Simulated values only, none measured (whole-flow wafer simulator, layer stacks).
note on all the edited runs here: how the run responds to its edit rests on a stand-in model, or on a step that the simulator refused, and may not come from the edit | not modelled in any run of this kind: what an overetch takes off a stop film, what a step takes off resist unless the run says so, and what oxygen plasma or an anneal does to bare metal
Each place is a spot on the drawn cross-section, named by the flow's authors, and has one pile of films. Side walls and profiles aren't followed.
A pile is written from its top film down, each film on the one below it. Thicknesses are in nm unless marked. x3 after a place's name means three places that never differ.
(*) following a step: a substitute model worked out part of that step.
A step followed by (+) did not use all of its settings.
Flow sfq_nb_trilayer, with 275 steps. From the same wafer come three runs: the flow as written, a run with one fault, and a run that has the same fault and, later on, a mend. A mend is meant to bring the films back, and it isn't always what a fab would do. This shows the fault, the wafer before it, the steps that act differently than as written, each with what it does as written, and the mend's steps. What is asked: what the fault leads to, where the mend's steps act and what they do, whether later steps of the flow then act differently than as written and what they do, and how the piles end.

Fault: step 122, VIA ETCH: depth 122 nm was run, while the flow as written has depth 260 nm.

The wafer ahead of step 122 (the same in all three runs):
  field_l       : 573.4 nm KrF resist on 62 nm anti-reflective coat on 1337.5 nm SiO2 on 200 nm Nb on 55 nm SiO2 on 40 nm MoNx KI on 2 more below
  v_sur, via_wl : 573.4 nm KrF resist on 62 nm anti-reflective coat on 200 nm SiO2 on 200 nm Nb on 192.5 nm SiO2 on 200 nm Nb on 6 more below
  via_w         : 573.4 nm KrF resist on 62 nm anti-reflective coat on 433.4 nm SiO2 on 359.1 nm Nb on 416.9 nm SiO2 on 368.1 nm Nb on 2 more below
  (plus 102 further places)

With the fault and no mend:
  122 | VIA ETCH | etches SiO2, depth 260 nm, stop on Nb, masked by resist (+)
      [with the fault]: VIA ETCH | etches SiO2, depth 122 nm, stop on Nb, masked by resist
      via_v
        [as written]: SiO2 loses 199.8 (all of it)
        [with the fault]: SiO2 loses 122
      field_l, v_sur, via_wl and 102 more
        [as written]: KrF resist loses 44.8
        [with the fault]: KrF resist loses 21
  Later steps of the flow acting differently than as written (3 other steps are not shown; they differ only slightly, by no more than 2% or 0.5 nm, whichever is larger):
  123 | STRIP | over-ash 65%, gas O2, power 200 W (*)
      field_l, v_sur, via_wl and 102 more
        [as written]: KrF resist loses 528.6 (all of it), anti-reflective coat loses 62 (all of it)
        [with the fault]: KrF resist loses 552.4 (all of it), anti-reflective coat loses 62 (all of it)
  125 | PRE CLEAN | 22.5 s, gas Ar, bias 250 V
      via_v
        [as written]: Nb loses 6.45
        [with the fault]: SiO2 loses 7.5
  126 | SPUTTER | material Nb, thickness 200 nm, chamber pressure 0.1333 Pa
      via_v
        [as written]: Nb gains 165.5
        [with the fault]: Nb gains 182.5 (new film)
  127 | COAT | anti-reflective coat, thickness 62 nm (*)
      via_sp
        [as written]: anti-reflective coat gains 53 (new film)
        [with the fault]: anti-reflective coat gains 54.6 (new film)
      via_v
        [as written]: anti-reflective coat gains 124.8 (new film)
        [with the fault]: anti-reflective coat gains 107.3 (new film)
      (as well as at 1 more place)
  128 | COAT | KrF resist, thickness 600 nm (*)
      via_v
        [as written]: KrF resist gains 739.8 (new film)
        [with the fault]: KrF resist gains 676.1 (new film)
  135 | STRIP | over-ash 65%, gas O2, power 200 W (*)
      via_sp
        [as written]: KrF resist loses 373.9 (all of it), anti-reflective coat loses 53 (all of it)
        [with the fault]: KrF resist loses 379.1 (all of it), anti-reflective coat loses 54.6 (all of it)
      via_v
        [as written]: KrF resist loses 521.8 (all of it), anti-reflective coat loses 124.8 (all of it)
        [with the fault]: KrF resist loses 458.3 (all of it), anti-reflective coat loses 107.3 (all of it)
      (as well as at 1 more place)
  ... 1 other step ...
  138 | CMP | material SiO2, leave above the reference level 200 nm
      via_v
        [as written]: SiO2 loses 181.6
        [with the fault]: SiO2 loses 160.4
  The piles end different from the flow's at via_v by more than 2% or 0.5 nm, whichever is larger.
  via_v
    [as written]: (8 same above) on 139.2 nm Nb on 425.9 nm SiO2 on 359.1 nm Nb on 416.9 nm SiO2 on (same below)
    [with the fault]: (8 same above) on 139.2 nm Nb on 332.1 nm SiO2 on 182.5 nm Nb on 70.3 nm SiO2 on 200 nm Nb on 416.9 nm SiO2 on (same below)

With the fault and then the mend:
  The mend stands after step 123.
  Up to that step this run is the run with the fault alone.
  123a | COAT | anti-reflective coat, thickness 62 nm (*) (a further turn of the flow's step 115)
      p4_fl x3, p4_w1 x9, p4_g1 x2 and 63 more
        anti-reflective coat gains 62 (new film)
      sp_r, be_r, r_sur and 11 more
        anti-reflective coat gains 61.9 (new film)
      field_l, jj_sur, ce_l, c5j, ce_r
        anti-reflective coat gains 61.8 (new film)
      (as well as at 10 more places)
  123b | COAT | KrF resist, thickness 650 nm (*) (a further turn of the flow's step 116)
      p4_fl x3, p4_w1 x9, p4_g1 x2 and 63 more
        KrF resist gains 650 (new film)
      field_r, lsp_l, ln_m5, lsp_m, ln_m6, lsp_r, l0_sur, l0v
        KrF resist gains 649.7 (new film)
      res, r_end, moat
        KrF resist gains 649.6 (new film)
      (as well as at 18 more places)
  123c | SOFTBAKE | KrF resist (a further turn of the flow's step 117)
      does not change any film at any place that is followed
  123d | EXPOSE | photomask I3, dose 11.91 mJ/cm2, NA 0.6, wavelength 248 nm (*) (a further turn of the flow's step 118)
      does not change any film at any place that is followed
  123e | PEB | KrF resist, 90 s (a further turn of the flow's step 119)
      via_sp, ce_l, c5j and 92 more
        KrF resist loses 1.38
      field_l, v_sur, via_wl, via_w, be, be_sur, gap, jj_sur
        KrF resist loses 1.37
      via_wr
        KrF resist loses 1.36
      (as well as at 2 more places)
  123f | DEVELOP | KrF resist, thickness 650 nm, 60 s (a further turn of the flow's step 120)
      field_l, v_sur, via_wl and 102 more
        KrF resist loses 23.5
      via_v
        KrF resist loses 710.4 (all of it)
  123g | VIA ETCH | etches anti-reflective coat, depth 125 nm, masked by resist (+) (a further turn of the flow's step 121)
      field_l, v_sur, via_wl and 102 more
        KrF resist loses 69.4
      via_v
        anti-reflective coat loses 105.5 (all of it), SiO2 loses 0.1
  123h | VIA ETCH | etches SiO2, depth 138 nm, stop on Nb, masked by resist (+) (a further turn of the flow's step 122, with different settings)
      field_l, v_sur, via_wl and 102 more
        KrF resist loses 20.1
      via_v
        SiO2 loses 77.7 (all of it)
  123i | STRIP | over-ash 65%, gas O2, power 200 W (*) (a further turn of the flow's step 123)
      p4_fl x3, p4_w1 x9, p4_g1 x2 and 63 more
        KrF resist loses 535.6 (all of it), anti-reflective coat loses 62 (all of it)
      ln_m5, lsp_m, ln_m6, lsp_r, l0_sur, l0v
        KrF resist loses 535.3 (all of it), anti-reflective coat loses 61.9 (all of it)
      r_end, moat, field_r, lsp_l
        KrF resist loses 535.2 (all of it), anti-reflective coat loses 61.9 (all of it)
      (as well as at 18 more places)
  Later steps of the flow that are run all act as written at every place that is followed.
  At every place that both follow, the piles at the end match the flow's.
